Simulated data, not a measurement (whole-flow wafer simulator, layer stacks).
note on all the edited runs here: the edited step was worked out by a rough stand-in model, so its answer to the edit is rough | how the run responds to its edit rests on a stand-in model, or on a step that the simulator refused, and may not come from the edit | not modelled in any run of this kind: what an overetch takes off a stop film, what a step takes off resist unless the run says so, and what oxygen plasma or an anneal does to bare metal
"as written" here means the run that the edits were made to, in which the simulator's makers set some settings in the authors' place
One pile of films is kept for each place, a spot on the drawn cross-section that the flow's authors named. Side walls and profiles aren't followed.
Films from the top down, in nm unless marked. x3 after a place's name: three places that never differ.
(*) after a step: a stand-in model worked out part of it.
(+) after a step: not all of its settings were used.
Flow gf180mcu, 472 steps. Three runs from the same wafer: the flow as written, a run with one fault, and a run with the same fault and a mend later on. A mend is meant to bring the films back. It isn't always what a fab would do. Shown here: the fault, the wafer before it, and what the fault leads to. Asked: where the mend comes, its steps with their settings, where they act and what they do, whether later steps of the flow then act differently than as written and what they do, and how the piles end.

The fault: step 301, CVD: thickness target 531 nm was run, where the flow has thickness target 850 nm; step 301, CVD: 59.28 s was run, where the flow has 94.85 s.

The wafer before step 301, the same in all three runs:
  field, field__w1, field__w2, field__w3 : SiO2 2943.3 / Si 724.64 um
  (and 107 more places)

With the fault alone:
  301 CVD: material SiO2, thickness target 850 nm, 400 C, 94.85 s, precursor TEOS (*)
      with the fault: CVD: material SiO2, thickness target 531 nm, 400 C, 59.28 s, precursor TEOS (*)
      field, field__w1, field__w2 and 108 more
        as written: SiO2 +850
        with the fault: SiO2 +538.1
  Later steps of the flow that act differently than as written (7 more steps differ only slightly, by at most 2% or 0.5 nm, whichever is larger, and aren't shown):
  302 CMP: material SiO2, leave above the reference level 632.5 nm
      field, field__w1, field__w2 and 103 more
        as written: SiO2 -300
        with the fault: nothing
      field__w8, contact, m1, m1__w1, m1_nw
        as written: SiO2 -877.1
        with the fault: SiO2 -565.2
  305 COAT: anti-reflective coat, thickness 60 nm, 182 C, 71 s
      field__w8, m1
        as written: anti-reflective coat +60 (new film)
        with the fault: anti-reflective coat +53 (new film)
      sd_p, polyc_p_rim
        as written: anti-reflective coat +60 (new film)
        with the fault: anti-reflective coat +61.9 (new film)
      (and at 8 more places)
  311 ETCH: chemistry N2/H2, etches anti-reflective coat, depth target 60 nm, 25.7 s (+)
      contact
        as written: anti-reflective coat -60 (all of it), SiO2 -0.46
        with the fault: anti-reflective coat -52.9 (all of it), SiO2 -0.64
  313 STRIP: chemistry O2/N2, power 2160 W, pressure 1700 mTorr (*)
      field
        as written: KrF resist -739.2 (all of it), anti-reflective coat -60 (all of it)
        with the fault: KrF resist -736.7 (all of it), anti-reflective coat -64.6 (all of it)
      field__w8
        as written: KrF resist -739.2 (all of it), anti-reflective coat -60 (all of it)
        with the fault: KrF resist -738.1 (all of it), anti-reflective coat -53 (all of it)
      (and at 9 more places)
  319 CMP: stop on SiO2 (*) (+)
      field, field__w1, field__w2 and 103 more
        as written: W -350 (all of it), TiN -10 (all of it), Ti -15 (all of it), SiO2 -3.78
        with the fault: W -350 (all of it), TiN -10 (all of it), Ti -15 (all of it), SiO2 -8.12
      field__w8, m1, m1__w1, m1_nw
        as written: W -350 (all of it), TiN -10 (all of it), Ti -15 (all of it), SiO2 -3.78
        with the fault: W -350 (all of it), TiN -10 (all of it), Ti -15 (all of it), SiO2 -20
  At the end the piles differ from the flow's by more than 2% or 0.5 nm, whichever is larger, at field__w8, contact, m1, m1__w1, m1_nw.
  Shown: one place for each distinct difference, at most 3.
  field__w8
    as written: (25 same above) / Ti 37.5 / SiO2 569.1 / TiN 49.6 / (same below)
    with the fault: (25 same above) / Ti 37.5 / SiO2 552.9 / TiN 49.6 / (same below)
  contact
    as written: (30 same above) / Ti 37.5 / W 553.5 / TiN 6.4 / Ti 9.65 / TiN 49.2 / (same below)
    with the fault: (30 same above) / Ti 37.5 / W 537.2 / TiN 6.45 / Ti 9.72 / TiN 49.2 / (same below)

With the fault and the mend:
  The mend comes after step 301.
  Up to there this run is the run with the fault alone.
  301a CVD: material SiO2, thickness target 319 nm, 400 C, 35.6 s, precursor TEOS (*) (the flow's step 301 once more, with other settings)
      field, field__w1, field__w2 and 108 more
        SiO2 +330
  Later steps of the flow that act differently than as written:
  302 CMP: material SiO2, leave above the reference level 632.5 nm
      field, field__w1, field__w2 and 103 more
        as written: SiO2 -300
        with the mend: SiO2 -318.1
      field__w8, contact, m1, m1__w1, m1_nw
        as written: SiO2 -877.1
        with the mend: SiO2 -895.2
  At the end the piles are the same as the flow's at every place that both follow.
